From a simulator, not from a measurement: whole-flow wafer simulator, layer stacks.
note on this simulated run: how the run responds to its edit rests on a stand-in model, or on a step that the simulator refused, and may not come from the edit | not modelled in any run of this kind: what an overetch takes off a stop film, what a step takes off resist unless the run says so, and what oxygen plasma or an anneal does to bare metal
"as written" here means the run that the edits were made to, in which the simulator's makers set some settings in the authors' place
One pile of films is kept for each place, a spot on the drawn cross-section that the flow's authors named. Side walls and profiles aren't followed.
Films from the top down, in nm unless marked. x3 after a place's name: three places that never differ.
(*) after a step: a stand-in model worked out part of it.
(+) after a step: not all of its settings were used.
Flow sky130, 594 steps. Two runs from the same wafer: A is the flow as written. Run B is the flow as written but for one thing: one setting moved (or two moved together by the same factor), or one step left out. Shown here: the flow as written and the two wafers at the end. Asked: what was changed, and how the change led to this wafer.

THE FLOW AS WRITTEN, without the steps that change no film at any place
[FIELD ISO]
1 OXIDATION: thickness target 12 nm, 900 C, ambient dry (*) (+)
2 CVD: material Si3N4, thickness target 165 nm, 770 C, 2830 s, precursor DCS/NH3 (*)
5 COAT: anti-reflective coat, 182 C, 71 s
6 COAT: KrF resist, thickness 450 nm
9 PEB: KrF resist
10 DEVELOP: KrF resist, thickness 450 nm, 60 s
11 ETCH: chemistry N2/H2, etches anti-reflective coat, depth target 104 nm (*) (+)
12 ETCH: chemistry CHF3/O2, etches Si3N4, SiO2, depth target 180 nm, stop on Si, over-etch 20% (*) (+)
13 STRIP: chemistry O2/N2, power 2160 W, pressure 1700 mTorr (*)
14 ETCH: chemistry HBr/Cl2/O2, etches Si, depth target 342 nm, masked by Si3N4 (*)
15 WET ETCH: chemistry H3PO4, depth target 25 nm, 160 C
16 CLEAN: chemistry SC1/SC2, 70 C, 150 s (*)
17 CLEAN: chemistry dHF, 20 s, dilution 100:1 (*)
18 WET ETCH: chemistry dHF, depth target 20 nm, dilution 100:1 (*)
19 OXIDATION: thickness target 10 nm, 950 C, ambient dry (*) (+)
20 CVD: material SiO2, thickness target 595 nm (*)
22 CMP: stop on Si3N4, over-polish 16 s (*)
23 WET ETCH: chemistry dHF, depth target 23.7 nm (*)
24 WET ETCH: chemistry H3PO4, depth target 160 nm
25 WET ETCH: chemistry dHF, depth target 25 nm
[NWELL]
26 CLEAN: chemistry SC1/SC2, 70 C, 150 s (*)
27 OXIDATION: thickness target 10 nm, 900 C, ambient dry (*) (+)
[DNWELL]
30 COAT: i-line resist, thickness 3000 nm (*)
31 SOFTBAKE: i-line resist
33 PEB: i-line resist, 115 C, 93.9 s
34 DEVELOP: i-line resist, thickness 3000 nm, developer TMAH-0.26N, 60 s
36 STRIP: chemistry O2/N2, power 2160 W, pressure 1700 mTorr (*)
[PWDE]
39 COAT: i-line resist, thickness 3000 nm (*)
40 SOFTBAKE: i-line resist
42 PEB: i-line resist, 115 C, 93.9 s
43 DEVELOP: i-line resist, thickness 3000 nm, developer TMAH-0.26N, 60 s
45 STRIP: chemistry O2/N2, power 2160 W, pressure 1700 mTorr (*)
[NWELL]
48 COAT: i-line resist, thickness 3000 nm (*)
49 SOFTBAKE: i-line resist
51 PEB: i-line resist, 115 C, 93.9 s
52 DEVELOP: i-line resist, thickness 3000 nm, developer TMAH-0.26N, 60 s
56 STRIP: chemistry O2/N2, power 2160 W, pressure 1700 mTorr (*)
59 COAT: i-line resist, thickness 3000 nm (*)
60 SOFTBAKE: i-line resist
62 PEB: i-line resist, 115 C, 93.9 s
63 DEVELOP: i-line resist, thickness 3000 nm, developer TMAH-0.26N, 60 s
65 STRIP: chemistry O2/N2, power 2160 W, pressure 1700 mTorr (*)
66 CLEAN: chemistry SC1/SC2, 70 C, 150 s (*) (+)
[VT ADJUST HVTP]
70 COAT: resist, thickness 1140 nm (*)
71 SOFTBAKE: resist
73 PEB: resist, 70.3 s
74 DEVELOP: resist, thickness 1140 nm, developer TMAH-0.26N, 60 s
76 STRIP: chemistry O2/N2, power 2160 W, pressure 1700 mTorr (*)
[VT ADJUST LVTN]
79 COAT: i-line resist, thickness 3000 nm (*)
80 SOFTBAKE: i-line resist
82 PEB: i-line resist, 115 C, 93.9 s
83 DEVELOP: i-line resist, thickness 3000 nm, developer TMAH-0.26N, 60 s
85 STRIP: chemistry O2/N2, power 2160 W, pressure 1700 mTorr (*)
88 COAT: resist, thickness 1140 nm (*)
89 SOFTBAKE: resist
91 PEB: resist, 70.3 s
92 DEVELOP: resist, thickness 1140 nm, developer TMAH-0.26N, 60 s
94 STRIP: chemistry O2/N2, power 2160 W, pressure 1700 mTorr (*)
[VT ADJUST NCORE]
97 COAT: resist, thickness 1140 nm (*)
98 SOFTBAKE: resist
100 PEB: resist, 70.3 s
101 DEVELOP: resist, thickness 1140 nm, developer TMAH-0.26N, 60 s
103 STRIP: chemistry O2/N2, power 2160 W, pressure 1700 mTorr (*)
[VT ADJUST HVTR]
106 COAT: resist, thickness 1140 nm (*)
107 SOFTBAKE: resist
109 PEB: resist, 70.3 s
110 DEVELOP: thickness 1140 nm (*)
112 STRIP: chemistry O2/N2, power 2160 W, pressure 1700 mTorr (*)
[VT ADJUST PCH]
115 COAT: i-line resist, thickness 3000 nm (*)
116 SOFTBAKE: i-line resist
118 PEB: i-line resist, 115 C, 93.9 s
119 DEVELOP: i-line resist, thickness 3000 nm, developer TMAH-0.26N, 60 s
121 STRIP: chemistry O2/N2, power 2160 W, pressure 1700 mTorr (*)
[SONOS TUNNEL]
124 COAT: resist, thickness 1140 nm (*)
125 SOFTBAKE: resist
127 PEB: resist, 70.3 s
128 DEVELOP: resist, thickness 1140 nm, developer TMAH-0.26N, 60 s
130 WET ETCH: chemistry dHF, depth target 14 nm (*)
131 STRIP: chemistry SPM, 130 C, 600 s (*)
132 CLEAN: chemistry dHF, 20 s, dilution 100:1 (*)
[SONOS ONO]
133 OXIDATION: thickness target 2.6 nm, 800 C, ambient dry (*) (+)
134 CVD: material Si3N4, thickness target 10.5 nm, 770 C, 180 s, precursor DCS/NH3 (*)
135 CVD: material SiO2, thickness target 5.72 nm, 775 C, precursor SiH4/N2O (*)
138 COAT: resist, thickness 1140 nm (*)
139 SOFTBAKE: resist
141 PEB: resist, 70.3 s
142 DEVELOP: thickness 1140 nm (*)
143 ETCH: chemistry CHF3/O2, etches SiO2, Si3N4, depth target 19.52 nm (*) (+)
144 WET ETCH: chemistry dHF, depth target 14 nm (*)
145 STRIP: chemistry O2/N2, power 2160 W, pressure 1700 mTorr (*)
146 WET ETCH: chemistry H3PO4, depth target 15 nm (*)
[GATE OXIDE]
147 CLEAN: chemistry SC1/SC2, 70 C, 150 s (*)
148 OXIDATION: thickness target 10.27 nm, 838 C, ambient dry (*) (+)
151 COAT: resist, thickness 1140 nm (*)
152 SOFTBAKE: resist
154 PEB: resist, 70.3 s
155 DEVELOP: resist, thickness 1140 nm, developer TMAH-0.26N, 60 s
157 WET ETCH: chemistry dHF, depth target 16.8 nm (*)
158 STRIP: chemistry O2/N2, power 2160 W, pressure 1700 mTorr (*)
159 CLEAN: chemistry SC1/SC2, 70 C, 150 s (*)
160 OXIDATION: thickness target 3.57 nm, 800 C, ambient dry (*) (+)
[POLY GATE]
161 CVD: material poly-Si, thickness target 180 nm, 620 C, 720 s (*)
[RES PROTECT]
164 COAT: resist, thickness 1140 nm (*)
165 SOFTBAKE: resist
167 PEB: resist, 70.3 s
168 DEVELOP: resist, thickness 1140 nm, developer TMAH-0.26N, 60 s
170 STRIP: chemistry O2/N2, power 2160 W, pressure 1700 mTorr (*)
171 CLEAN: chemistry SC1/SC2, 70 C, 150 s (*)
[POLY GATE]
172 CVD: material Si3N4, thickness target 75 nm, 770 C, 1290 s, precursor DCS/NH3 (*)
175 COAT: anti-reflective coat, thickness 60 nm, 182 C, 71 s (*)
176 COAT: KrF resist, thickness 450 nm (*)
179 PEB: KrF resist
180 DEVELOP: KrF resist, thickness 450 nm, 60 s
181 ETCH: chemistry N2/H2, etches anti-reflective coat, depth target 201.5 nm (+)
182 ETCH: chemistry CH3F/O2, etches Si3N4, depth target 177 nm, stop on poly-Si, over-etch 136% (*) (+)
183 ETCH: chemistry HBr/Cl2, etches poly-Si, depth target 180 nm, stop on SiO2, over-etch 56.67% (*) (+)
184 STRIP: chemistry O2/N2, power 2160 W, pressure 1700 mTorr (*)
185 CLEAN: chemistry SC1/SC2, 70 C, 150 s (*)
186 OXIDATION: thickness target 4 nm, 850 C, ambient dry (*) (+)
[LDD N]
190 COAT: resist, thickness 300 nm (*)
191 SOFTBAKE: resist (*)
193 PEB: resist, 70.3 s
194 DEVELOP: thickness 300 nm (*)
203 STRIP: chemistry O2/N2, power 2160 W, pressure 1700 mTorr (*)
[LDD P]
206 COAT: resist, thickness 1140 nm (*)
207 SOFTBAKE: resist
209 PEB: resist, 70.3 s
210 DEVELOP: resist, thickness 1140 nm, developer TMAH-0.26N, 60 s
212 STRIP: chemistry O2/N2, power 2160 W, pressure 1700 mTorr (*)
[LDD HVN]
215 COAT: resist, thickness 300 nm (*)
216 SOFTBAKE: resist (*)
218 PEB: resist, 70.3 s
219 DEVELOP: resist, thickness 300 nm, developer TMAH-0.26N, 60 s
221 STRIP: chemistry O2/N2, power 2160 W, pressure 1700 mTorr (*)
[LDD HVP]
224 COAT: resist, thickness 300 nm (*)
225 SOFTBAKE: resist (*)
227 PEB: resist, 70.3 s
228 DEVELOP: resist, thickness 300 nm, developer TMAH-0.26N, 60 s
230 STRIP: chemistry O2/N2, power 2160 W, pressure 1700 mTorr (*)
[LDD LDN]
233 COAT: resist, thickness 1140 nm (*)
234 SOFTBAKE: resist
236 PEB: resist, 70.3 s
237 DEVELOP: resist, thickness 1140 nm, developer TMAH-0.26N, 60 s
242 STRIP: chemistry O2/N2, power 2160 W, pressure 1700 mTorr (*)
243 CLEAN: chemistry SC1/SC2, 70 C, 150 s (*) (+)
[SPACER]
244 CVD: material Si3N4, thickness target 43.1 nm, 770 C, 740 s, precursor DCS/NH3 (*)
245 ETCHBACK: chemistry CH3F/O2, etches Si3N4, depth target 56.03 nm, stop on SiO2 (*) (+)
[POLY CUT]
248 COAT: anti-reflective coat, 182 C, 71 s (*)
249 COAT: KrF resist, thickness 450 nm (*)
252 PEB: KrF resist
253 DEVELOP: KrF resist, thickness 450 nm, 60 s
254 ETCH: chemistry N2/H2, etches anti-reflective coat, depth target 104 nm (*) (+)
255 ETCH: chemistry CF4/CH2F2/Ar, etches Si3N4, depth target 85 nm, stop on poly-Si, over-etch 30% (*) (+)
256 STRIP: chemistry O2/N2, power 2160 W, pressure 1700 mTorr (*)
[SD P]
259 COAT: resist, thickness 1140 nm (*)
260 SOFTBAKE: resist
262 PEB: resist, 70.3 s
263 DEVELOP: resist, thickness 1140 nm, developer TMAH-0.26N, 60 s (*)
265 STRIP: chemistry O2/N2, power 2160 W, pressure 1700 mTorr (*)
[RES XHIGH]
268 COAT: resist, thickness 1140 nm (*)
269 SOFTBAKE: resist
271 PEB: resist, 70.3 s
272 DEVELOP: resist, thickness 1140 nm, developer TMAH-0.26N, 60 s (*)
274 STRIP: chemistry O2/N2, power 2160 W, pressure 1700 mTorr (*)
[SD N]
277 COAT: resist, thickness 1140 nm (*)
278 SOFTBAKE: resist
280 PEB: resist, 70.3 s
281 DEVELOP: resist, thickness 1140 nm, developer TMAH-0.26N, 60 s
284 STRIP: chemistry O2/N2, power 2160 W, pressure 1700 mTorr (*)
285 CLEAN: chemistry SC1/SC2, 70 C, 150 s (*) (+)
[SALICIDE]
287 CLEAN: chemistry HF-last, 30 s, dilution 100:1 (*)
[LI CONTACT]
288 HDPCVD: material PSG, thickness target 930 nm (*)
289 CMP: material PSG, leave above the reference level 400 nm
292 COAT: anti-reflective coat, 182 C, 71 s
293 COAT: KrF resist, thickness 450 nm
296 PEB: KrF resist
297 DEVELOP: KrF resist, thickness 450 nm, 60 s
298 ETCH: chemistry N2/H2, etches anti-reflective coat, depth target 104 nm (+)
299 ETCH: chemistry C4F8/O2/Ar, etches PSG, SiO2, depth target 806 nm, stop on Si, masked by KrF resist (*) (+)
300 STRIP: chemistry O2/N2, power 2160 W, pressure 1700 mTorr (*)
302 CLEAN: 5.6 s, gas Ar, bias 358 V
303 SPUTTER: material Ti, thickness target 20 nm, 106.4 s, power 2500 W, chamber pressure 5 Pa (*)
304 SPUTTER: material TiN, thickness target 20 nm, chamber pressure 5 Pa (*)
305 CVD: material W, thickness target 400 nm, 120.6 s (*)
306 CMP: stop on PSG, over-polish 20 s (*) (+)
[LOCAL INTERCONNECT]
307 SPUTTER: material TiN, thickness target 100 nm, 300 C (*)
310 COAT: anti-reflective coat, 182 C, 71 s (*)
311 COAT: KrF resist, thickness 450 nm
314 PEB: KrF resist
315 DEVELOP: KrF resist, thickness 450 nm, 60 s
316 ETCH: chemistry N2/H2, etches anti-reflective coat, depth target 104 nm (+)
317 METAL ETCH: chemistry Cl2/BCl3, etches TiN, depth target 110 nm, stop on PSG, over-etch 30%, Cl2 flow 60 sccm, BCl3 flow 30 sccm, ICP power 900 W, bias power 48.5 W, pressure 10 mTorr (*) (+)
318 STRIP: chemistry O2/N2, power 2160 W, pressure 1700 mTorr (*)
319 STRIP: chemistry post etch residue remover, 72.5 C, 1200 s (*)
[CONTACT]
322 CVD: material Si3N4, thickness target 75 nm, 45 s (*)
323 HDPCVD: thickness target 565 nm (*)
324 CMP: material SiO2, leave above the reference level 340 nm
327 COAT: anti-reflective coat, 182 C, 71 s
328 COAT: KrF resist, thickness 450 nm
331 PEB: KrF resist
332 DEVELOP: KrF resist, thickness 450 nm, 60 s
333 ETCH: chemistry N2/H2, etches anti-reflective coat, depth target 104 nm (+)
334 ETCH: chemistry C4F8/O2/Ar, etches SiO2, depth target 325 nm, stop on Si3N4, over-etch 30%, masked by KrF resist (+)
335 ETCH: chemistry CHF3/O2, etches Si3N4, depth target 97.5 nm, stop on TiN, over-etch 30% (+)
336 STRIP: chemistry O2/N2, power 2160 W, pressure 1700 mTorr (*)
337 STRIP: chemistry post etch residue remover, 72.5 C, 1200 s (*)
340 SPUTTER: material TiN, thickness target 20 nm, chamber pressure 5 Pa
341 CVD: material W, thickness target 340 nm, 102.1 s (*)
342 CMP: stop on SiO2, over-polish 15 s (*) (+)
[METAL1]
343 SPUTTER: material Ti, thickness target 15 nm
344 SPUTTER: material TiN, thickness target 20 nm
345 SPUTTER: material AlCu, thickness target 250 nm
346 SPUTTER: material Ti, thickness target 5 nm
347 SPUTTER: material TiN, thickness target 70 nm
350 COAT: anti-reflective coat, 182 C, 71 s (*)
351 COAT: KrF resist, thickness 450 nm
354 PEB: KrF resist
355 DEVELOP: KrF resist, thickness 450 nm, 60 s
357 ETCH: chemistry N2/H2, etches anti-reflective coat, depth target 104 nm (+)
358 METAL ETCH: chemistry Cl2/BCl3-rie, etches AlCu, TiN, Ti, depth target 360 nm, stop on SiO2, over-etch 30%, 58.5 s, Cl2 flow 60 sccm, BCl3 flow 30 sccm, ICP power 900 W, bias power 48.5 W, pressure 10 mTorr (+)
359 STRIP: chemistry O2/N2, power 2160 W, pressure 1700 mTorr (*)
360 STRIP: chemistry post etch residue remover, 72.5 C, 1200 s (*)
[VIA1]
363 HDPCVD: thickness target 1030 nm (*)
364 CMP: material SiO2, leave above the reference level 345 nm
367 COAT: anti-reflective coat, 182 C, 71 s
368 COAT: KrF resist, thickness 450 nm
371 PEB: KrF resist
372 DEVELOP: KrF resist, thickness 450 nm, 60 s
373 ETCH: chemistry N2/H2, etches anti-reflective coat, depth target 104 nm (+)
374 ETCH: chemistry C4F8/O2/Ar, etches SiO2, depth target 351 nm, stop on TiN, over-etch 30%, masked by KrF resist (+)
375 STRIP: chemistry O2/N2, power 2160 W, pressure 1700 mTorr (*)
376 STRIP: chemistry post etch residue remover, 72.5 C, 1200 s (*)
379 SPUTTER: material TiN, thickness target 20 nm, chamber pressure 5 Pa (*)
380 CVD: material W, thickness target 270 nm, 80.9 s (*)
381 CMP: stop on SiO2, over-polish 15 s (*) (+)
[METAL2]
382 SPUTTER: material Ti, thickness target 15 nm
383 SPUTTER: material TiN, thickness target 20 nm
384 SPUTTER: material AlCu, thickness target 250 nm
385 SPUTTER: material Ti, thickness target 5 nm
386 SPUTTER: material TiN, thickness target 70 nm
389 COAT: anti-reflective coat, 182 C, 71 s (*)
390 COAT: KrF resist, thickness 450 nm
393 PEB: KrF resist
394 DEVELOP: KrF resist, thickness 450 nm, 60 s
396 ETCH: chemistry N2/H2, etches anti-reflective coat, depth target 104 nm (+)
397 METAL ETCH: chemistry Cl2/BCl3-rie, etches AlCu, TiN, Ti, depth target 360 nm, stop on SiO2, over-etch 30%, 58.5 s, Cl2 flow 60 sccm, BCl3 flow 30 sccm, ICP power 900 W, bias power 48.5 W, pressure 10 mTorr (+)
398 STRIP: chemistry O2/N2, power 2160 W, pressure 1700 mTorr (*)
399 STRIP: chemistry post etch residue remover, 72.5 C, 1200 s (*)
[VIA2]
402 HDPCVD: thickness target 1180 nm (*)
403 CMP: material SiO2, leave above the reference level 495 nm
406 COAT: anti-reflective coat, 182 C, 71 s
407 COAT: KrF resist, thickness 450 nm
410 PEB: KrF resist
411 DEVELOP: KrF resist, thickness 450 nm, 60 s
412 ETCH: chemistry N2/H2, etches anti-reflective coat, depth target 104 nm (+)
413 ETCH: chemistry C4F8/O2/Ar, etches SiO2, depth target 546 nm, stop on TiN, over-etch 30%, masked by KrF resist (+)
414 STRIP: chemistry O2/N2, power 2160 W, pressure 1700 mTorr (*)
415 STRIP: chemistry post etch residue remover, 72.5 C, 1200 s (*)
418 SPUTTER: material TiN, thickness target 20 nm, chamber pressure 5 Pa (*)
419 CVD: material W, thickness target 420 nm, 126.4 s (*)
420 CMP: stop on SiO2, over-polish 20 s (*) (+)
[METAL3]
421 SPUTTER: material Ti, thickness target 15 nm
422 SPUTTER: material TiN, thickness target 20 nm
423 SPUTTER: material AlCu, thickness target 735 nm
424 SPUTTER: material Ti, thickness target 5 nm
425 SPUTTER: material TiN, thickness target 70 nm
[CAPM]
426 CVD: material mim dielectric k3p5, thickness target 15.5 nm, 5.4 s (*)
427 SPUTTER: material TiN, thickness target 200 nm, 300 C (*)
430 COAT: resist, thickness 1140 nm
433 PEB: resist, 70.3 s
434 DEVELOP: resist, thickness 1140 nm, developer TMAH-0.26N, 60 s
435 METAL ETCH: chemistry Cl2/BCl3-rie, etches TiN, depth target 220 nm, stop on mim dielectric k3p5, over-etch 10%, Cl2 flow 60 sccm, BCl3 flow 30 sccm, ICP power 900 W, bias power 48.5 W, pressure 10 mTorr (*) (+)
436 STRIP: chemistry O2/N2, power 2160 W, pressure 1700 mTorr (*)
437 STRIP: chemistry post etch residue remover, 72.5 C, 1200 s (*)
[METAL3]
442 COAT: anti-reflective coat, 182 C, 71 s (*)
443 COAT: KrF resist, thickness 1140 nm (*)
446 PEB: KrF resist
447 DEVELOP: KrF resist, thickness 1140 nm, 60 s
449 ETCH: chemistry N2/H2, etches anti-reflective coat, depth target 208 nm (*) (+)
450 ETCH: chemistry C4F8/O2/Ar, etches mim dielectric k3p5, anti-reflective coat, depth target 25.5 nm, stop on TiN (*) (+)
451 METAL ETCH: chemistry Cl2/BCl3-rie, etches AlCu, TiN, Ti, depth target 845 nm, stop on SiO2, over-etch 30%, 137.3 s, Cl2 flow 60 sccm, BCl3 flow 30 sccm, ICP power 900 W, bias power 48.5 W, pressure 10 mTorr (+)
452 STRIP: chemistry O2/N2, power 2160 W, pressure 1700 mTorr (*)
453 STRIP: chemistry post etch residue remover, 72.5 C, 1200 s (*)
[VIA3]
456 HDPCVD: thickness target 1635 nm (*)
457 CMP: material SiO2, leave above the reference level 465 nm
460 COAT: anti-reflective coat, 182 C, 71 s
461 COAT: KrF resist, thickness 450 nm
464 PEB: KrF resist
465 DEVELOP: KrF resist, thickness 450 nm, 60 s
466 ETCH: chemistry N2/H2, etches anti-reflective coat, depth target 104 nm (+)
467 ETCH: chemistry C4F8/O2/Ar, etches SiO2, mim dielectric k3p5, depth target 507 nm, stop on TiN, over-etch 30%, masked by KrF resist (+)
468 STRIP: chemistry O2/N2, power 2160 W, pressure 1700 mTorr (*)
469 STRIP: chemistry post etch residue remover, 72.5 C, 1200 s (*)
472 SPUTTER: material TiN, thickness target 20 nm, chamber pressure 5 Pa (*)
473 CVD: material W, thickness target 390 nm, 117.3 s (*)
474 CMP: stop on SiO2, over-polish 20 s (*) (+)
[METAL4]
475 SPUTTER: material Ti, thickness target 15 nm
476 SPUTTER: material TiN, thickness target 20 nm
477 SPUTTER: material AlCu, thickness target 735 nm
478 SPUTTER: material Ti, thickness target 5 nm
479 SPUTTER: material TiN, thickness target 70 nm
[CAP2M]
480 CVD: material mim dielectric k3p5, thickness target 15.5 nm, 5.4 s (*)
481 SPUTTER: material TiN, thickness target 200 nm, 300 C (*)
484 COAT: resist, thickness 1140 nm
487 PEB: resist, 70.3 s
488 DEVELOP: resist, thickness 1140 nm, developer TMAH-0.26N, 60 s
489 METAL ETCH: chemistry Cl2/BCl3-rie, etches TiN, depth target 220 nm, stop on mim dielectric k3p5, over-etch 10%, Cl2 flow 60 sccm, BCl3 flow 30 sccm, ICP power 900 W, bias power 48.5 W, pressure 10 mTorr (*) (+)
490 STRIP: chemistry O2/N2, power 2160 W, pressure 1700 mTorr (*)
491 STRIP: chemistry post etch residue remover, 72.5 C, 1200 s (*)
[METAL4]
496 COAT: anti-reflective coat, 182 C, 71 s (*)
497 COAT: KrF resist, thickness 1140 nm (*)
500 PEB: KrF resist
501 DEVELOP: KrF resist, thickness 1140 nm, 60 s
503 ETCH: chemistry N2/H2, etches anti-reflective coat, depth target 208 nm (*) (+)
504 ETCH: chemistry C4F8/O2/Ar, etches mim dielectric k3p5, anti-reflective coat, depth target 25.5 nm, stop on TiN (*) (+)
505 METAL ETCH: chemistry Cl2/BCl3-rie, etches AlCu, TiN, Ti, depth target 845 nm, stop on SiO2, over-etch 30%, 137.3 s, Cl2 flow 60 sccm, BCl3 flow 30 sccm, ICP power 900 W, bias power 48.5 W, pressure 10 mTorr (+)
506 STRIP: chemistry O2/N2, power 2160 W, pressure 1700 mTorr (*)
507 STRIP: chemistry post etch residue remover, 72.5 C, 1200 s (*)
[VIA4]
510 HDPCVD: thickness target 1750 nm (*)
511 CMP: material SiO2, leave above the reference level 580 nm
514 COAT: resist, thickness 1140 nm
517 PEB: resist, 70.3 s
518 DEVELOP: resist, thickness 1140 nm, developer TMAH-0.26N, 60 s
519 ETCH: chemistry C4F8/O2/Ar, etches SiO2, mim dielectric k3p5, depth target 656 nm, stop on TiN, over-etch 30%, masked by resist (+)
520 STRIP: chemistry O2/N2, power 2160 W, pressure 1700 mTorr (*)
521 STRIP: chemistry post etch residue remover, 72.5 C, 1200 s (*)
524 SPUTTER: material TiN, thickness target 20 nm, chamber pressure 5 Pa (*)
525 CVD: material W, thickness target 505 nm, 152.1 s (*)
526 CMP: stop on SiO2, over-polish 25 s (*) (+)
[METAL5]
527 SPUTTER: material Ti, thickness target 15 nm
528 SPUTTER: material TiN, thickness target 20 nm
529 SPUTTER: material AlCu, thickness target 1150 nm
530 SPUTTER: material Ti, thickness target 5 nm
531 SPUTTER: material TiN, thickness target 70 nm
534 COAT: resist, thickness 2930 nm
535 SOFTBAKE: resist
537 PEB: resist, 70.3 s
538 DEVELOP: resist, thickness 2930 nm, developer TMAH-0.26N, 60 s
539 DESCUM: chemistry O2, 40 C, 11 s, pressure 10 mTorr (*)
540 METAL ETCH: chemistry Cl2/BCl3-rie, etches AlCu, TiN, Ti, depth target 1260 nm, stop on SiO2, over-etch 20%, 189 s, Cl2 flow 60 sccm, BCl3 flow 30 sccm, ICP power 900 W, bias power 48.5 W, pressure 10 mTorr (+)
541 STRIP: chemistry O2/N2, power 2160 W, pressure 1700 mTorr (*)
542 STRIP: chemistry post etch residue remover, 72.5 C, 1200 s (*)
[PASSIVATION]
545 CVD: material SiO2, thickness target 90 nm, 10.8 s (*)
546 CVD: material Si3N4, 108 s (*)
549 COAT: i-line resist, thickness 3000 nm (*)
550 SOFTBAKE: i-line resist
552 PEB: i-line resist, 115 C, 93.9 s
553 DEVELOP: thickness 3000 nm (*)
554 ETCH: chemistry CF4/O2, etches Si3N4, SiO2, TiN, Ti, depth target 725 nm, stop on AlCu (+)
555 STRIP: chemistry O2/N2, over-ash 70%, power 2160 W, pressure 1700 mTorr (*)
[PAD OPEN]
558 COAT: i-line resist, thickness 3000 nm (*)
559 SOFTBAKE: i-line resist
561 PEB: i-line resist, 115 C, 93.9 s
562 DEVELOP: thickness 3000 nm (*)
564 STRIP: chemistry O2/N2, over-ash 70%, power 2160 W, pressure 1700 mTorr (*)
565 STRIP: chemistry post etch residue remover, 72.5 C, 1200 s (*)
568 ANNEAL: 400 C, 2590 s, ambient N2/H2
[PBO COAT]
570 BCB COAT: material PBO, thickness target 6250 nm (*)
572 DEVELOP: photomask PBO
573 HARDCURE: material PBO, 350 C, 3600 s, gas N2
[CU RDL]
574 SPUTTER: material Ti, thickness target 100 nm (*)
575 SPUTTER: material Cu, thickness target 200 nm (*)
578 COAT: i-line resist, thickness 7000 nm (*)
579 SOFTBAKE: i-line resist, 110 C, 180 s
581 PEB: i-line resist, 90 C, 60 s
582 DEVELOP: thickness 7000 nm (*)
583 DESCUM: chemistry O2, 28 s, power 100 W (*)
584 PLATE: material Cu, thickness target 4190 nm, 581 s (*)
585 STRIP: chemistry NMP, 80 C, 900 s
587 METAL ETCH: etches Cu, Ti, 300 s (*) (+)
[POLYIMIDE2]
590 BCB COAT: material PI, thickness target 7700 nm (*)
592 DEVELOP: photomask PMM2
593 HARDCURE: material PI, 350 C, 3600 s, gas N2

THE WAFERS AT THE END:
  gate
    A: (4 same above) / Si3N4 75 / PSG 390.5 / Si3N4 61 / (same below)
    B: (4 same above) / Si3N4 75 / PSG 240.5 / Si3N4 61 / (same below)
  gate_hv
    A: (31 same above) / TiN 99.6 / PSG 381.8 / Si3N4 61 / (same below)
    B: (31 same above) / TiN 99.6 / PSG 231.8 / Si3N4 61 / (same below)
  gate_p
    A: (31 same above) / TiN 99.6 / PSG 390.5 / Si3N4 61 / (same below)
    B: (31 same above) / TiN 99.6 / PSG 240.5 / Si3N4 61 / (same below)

The cause: step 289, CMP: leave above the reference level 250 nm was run, where the flow has leave above the reference level 400 nm.

How the change led to this, step by step:
  289 CMP: material PSG, leave above the reference level 400 nm
      gate, spacer, gate_p and 34 more: A PSG -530 | B PSG -680
      mim, vpp_sp, vpp_ln and 30 more: A PSG -333.9 | B PSG -483.9
      (and at 122 more places)
  299 ETCH: chemistry C4F8/O2/Ar, etches PSG, SiO2, depth target 806 nm, stop on Si, masked by KrF resist (*) (+)
      field, active, n_well and 184 more: A KrF resist -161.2 | B KrF resist -148.4
      contact, ndiff_licon, ndiff_licon_cpp: A PSG -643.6 (all of it), SiO2 -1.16 (all of it) | B PSG -493.6 (all of it), SiO2 -1.16 (all of it)
      (and at 2 more places)
  300 STRIP: chemistry O2/N2, power 2160 W, pressure 1700 mTorr (*)
      field, active, n_well and 184 more: A KrF resist -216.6 (all of it), anti-reflective coat -80 (all of it) | B KrF resist -229.4 (all of it), anti-reflective coat -80 (all of it)
  303 SPUTTER: material Ti, thickness target 20 nm, 106.4 s, power 2500 W, chamber pressure 5 Pa (*)
      ndiff_licon: A Ti +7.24 (new film) | B Ti +9.19 (new film)
      ndiff_licon_cpp: A Ti +6.53 (new film) | B Ti +8.26 (new film)
      (and at 1 more place)
  304 SPUTTER: material TiN, thickness target 20 nm, chamber pressure 5 Pa (*)
      ndiff_licon: A TiN +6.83 (new film) | B TiN +8.77 (new film)
      ndiff_licon_cpp: A TiN +6.17 (new film) | B TiN +7.89 (new film)
      (and at 1 more place)
  305 CVD: material W, thickness target 400 nm, 120.6 s (*)
      ndiff_licon: A W +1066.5 (new film) | B W +912.7 (new film)
      ndiff_licon_cpp: A W +1067.9 (new film) | B W +914.5 (new film)
      (and at 1 more place)
  306 CMP: stop on PSG, over-polish 20 s (*) (+)
      poly_licon: A W -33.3 | B W -183.3
